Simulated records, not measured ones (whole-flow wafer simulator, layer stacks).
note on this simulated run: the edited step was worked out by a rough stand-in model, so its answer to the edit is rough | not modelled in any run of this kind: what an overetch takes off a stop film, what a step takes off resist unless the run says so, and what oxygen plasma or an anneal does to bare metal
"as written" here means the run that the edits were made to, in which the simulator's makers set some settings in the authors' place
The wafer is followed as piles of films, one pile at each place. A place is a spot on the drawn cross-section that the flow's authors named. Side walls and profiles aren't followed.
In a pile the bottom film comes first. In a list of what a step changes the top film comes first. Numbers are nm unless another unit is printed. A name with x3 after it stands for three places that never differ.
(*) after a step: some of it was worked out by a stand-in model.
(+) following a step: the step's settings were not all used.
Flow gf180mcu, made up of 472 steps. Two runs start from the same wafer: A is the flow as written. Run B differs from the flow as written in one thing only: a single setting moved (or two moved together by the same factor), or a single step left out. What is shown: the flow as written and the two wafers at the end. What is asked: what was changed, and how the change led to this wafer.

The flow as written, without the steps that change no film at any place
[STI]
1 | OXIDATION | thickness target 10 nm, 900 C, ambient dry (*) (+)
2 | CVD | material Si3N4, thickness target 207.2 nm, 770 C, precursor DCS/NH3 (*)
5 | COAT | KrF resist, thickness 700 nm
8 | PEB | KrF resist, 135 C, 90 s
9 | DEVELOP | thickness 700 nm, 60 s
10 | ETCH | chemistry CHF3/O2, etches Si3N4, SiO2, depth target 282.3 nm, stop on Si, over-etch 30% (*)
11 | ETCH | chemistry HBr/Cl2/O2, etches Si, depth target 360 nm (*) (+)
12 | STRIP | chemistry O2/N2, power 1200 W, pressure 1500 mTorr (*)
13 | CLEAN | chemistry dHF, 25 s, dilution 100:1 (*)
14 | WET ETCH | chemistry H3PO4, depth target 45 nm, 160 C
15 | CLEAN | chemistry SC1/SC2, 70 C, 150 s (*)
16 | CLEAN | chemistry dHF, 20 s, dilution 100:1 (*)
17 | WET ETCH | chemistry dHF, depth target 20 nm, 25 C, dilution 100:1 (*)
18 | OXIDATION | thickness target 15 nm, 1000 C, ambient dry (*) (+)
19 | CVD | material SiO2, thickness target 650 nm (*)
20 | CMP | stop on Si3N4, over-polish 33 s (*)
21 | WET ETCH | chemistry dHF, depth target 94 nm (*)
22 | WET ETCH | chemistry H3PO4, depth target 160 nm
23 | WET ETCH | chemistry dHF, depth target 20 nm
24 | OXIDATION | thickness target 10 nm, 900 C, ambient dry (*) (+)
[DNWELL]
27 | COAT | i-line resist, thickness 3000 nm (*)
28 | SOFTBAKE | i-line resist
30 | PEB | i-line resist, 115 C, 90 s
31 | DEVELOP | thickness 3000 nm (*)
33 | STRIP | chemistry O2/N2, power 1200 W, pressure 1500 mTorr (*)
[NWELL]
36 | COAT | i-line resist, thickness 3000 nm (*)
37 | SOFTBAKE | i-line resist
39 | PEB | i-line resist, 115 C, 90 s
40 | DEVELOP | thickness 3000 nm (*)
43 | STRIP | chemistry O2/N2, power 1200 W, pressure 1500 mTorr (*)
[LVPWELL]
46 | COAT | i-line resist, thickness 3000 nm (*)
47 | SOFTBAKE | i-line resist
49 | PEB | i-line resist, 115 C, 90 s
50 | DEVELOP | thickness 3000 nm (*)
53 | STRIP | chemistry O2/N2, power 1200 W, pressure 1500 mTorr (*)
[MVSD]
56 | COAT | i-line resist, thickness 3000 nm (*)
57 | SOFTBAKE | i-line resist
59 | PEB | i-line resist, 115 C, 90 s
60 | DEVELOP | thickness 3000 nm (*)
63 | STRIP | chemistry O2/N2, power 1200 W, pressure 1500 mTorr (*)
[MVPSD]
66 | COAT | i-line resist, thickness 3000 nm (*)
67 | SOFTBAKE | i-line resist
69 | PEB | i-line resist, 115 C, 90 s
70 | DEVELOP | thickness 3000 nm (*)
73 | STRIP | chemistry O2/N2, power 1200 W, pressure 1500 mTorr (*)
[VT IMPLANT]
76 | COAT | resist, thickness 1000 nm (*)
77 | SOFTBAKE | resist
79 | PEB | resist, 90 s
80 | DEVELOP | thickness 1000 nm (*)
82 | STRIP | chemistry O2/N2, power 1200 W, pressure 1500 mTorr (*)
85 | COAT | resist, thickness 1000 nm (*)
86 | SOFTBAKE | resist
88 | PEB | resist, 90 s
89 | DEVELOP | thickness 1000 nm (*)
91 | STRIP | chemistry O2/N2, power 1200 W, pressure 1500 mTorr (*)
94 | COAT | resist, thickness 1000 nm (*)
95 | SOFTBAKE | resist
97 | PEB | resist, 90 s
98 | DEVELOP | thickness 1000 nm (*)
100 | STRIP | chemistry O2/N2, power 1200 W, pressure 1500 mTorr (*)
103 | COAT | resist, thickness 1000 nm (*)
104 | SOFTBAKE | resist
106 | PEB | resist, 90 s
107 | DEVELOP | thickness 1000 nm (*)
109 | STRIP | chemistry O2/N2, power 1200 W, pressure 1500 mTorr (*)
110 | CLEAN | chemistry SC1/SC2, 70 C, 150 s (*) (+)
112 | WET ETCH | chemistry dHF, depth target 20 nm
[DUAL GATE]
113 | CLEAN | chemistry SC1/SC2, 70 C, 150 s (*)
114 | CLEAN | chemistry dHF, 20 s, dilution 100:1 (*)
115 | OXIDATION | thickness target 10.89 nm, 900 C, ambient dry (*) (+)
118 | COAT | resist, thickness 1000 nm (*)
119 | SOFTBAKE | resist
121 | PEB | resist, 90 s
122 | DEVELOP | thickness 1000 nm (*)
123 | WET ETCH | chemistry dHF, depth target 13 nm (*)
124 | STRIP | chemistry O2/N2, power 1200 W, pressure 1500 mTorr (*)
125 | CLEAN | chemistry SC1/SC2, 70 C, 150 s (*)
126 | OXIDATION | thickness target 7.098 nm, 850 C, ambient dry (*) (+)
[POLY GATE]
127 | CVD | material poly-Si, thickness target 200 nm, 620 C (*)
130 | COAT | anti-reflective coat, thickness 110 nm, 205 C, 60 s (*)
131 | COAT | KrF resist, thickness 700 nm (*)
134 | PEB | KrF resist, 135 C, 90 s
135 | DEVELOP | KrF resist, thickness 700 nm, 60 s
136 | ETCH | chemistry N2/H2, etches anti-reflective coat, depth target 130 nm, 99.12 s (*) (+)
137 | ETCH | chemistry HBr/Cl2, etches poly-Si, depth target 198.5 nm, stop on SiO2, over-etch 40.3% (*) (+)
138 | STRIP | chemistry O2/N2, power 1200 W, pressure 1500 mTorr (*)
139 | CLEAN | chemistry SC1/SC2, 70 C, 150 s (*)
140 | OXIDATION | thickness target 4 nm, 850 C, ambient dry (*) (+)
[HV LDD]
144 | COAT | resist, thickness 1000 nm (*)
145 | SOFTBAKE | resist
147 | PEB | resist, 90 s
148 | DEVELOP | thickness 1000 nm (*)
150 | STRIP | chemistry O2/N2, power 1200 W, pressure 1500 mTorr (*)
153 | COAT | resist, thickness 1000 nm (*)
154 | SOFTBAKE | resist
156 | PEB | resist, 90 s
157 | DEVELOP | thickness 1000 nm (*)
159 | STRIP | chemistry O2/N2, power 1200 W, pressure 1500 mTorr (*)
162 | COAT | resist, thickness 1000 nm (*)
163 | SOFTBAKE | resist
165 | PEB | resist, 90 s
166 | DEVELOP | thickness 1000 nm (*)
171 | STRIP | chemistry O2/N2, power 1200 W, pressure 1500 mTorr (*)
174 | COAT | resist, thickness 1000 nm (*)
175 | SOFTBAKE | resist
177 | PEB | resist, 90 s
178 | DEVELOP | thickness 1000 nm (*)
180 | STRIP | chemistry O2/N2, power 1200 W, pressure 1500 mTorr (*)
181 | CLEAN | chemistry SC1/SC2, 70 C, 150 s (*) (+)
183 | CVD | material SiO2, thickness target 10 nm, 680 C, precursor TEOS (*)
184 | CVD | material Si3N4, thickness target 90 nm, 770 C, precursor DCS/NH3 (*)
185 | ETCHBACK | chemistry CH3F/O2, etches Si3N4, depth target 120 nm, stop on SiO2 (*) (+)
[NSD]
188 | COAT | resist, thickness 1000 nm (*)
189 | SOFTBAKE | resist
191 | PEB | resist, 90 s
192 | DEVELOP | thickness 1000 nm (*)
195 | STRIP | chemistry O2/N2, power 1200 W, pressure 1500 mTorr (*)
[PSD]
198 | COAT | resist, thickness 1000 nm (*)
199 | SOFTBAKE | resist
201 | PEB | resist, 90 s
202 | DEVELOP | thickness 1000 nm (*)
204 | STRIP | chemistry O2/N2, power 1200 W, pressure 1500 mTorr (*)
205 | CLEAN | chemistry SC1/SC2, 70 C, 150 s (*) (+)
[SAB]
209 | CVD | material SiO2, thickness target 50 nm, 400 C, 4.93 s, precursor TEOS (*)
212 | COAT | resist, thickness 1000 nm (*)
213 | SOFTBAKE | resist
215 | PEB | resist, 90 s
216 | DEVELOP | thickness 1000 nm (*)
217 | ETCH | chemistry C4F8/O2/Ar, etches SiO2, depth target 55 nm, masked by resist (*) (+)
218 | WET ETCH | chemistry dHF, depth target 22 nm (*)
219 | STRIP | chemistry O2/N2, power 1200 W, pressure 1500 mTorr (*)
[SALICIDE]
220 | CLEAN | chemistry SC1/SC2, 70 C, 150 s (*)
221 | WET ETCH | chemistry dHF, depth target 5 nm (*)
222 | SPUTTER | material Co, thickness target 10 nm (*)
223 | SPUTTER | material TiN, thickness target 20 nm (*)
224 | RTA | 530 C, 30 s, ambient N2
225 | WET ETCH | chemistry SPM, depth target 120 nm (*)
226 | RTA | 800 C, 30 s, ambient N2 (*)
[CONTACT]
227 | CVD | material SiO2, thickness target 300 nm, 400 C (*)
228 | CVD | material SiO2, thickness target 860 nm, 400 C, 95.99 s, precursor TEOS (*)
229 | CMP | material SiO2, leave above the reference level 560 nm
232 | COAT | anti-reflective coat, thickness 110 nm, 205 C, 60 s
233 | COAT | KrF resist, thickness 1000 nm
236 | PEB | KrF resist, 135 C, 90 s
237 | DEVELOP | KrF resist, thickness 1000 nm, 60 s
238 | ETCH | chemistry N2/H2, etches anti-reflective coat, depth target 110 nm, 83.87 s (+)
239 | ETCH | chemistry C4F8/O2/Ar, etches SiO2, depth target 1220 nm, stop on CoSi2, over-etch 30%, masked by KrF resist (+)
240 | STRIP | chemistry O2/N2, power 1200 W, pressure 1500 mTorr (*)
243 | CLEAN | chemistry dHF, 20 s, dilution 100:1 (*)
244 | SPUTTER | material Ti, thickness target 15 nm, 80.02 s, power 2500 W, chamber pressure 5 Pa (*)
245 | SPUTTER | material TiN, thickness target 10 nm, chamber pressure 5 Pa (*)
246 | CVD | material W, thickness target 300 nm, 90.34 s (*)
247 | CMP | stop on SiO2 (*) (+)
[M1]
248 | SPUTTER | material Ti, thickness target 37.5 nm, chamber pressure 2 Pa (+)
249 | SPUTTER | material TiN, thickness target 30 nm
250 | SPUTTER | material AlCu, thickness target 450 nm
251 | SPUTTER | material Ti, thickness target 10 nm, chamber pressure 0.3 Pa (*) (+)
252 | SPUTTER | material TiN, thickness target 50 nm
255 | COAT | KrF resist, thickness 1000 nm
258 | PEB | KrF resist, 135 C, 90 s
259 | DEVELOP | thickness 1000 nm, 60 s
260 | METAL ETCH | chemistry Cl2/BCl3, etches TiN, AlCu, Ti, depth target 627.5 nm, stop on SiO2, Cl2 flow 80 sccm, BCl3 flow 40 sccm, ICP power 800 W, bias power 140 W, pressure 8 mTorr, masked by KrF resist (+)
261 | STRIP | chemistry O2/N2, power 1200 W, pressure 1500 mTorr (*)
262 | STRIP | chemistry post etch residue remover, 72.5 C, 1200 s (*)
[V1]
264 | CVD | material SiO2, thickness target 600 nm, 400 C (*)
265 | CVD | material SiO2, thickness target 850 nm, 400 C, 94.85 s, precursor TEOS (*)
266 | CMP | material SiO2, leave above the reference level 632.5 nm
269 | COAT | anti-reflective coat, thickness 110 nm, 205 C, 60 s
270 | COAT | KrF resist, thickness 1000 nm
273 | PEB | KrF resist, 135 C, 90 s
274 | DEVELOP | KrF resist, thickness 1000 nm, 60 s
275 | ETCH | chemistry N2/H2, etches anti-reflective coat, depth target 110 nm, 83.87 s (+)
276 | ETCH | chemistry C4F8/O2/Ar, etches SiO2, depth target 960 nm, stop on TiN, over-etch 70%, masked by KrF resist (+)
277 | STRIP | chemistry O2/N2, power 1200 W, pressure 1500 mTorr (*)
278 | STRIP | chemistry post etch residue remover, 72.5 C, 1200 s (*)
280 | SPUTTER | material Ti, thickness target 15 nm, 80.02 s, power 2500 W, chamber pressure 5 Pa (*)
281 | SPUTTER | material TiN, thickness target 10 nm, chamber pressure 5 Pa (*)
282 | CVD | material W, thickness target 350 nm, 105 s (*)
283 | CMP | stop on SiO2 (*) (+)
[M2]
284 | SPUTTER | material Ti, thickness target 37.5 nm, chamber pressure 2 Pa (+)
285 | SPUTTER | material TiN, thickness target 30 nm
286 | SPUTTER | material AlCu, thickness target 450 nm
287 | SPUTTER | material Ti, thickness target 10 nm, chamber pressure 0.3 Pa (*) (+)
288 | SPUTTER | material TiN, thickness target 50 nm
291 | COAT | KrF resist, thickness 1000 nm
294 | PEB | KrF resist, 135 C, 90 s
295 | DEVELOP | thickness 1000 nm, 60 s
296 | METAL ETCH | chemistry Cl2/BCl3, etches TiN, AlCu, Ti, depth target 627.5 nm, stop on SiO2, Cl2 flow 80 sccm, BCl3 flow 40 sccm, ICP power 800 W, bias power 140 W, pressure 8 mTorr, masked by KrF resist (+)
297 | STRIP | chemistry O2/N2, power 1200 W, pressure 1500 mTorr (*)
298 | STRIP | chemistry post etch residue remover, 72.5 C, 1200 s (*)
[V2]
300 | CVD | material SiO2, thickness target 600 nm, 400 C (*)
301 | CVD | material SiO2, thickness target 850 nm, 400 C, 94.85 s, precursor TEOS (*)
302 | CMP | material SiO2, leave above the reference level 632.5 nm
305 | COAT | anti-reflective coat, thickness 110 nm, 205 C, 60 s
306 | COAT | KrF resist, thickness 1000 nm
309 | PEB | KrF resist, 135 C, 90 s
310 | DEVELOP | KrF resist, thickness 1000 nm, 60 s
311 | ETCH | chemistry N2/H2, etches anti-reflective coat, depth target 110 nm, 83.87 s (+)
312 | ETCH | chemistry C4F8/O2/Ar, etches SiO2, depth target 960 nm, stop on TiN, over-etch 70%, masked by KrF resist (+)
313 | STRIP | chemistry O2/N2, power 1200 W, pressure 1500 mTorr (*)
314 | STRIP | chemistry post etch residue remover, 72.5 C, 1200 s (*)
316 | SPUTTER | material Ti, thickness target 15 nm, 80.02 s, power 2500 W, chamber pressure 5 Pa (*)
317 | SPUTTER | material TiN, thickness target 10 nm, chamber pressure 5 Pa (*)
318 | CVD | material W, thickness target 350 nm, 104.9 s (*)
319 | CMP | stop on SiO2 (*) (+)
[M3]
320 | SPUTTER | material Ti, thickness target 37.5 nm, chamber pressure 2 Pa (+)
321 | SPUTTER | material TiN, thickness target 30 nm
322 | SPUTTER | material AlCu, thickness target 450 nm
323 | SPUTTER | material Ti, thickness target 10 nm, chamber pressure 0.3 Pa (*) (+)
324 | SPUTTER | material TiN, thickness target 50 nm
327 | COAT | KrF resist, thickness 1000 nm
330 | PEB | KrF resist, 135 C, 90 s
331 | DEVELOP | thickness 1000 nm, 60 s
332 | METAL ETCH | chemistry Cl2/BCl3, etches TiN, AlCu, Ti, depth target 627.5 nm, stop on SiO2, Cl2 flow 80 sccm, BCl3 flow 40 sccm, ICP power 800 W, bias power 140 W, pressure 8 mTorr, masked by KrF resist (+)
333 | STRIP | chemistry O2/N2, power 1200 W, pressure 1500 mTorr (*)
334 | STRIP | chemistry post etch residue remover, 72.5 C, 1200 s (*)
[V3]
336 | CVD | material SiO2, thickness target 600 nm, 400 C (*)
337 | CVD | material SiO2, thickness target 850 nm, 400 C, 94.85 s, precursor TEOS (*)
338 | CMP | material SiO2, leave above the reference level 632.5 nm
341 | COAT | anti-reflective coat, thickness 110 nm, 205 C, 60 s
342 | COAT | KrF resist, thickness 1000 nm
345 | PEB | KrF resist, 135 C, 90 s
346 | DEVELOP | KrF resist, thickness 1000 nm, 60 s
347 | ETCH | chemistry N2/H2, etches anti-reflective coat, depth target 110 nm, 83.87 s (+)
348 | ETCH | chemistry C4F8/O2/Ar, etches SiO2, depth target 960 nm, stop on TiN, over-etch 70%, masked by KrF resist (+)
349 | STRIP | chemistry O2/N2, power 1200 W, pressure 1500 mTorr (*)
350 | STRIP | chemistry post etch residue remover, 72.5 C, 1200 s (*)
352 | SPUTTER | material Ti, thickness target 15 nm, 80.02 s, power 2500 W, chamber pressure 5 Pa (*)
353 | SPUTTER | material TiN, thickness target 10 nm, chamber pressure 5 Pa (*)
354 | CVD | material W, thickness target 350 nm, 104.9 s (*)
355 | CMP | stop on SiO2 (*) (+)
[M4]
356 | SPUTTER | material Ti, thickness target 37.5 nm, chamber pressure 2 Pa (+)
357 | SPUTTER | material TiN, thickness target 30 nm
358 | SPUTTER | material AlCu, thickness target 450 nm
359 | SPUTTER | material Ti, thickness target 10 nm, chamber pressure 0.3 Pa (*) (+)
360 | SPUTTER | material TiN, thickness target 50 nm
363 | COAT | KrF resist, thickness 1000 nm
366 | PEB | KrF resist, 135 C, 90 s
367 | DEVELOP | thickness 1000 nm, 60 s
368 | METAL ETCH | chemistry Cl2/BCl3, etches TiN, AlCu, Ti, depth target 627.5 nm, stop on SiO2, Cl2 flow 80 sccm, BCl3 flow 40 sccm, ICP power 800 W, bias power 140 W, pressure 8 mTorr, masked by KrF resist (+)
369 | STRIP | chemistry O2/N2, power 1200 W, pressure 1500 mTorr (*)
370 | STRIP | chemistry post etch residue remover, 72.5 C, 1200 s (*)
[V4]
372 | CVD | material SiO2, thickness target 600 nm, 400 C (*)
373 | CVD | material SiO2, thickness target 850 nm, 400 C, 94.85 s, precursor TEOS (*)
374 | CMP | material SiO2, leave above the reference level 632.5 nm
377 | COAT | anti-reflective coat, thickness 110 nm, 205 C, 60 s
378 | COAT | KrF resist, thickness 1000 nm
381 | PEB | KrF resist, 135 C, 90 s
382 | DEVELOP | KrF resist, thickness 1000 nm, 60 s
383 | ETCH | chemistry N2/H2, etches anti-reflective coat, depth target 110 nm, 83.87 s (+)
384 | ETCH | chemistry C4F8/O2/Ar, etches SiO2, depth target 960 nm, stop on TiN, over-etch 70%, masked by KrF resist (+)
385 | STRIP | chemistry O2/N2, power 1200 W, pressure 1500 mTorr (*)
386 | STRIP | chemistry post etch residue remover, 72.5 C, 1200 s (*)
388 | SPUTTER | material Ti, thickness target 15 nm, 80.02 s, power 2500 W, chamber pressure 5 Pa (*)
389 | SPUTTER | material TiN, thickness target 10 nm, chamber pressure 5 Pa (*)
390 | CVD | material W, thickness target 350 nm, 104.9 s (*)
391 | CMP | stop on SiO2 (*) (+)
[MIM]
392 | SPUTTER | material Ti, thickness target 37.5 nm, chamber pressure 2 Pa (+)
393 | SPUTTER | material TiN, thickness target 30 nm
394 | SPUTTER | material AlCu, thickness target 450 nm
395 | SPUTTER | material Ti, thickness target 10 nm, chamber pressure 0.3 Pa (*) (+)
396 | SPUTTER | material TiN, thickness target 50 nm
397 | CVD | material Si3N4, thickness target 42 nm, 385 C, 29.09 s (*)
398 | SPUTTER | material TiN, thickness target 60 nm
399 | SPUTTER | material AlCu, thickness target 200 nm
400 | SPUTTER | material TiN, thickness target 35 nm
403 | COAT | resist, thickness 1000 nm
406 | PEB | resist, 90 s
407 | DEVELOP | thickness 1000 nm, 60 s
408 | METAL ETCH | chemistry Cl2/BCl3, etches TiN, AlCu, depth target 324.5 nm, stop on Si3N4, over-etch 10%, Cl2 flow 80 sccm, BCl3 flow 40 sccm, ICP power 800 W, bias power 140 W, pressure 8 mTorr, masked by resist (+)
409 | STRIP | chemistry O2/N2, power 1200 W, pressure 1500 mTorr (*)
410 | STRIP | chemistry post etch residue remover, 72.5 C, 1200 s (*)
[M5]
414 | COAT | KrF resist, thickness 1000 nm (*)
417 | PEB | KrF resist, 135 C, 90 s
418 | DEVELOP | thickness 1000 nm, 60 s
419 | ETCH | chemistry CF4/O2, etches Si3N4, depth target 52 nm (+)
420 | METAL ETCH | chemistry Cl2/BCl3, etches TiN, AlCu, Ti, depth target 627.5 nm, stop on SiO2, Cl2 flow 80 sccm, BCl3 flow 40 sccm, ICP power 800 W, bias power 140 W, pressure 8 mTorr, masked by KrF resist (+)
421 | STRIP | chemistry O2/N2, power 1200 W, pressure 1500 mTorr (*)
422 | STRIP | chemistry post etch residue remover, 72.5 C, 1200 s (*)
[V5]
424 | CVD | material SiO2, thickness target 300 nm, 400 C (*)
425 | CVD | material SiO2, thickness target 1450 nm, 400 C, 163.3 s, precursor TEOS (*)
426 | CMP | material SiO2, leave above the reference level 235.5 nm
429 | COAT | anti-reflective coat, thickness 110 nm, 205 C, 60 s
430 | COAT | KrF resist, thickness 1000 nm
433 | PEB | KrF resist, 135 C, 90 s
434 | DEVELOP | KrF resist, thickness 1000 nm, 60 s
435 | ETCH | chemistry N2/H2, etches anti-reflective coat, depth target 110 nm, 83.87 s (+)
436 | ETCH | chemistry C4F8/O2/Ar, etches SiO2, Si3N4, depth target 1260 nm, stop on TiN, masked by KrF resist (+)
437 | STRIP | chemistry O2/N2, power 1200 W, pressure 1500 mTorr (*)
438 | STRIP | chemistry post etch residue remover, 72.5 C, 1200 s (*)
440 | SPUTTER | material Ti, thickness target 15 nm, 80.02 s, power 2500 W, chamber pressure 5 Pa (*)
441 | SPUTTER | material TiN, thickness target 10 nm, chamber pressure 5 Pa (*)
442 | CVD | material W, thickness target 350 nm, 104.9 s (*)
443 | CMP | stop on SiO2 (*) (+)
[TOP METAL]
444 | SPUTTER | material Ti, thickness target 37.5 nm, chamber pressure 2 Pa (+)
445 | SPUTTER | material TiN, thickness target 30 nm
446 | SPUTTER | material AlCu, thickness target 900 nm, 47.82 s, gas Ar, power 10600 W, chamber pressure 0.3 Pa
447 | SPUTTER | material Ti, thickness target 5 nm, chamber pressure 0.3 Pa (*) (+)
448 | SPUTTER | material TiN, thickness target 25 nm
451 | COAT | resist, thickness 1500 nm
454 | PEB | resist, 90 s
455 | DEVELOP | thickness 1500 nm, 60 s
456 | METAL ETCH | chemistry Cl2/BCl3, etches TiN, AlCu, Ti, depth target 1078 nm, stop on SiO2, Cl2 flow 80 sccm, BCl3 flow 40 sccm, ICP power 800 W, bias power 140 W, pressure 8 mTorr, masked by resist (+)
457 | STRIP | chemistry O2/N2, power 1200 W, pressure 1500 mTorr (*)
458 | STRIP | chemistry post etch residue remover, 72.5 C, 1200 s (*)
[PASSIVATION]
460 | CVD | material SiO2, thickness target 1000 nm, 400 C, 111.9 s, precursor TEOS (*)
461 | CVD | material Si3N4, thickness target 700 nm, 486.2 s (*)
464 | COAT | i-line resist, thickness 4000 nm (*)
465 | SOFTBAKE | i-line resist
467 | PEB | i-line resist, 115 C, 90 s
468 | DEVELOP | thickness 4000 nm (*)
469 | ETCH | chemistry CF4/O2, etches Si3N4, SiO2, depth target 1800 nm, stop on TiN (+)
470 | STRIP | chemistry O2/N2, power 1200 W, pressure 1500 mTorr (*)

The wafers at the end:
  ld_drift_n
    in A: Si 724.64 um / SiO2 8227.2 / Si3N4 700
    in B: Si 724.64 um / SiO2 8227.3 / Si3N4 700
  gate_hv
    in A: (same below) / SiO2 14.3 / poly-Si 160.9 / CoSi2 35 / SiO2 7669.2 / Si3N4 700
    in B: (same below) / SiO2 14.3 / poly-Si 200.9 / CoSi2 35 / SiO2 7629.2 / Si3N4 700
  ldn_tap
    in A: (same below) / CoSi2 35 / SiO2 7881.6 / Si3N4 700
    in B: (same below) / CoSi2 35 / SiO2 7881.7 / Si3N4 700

Cause: step 127, CVD: thickness target 240 nm was run, while the flow as written has thickness target 200 nm.

How this came from the change, step by step:
  127 | CVD | material poly-Si, thickness target 200 nm, 620 C (*)
      field, field__w1, field__w2 and 89 more: A +200 poly-Si (new film) | B +240 poly-Si (new film)
  137 | ETCH | chemistry HBr/Cl2, etches poly-Si, depth target 198.5 nm, stop on SiO2, over-etch 40.3% (*) (+)
      field, field__w3, field__w12 and 10 more: A -198.6 poly-Si (all of it), -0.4 SiO2 | B -238.6 poly-Si (all of it), -0.2 SiO2
      active, n_well, sd_p and 9 more: A -198.7 poly-Si (all of it), -0.4 SiO2 | B -238.7 poly-Si (all of it), -0.2 SiO2
      (and at 39 other places as well)
  144 | COAT | resist, thickness 1000 nm (*)
      gate: A +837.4 resist (new film) | B +804.2 resist (new film)
      gate_hv: A +845.5 resist (new film) | B +815.5 resist (new film)
      (and at 26 other places as well)
  145 | SOFTBAKE | resist
      field__w6: A +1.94 resist | B +2.46 resist
      field_sub: A +2.41 resist | B +2.97 resist
      (and at 9 other places as well)
  147 | PEB | resist, 90 s
      npoly_u, gate_p_hv5: A -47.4 resist | B -45.4 resist
      polyc_n, polyc_p: A -46.1 resist | B -44.1 resist
      (and at 24 other places as well)
  148 | DEVELOP | thickness 1000 nm (*)
      gate: A -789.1 resist (all of it) | B -757.5 resist (all of it)
      npoly_u: A -790.2 resist (all of it) | B -760.1 resist (all of it)
      (and at 3 other places as well)
  150 | STRIP | chemistry O2/N2, power 1200 W, pressure 1500 mTorr (*)
      gate_hv: A -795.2 resist (all of it) | B -766.5 resist (all of it)
      gate_p: A -795.2 resist (all of it) | B -764.7 resist (all of it)
      (and at 21 other places as well)
  153 | COAT | resist, thickness 1000 nm (*)
      gate: A +837.4 resist (new film) | B +804.2 resist (new film)
      gate_hv: A +845.5 resist (new film) | B +815.5 resist (new film)
      (and at 26 other places as well)
  154 | SOFTBAKE | resist
      field__w6: A +1.94 resist | B +2.46 resist
      field_sub: A +2.41 resist | B +2.97 resist
      (and at 9 other places as well)
  156 | PEB | resist, 90 s
      npoly_u, gate_p_hv5: A -47.4 resist | B -45.4 resist
      polyc_n, polyc_p: A -46.1 resist | B -44.1 resist
      (and at 24 other places as well)
  157 | DEVELOP | thickness 1000 nm (*)
      gate_p: A -795.2 resist (all of it) | B -764.7 resist (all of it)
      ppoly_u: A -793.1 resist (all of it) | B -763.6 resist (all of it)
      (and at 3 other places as well)
  159 | STRIP | chemistry O2/N2, power 1200 W, pressure 1500 mTorr (*)
      gate: A -789.1 resist (all of it) | B -757.5 resist (all of it)
      gate_hv: A -795.2 resist (all of it) | B -766.5 resist (all of it)
      (and at 21 other places as well)
  162 | COAT | resist, thickness 1000 nm (*)
      gate: A +837.4 resist (new film) | B +804.2 resist (new film)
      gate_hv: A +845.5 resist (new film) | B +815.5 resist (new film)
      (and at 26 other places as well)
  163 | SOFTBAKE | resist
      field__w6: A +1.94 resist | B +2.46 resist
      field_sub: A +2.41 resist | B +2.97 resist
      (and at 9 other places as well)
  165 | PEB | resist, 90 s
      npoly_u, gate_p_hv5: A -47.4 resist | B -45.4 resist
      polyc_n, polyc_p: A -46.1 resist | B -44.1 resist
      (and at 24 other places as well)
  166 | DEVELOP | thickness 1000 nm (*)
      gate_hv: A -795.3 resist (all of it) | B -766.6 resist (all of it)
      gate_nat: A -823.9 resist (all of it) | B -800.7 resist (all of it)
      (and at 7 other places as well)
  ... another 30 steps ...
  246 | CVD | material W, thickness target 300 nm, 90.34 s (*)
      polyc_n, polyc_p: A +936 W (new film) | B +896 W (new film)
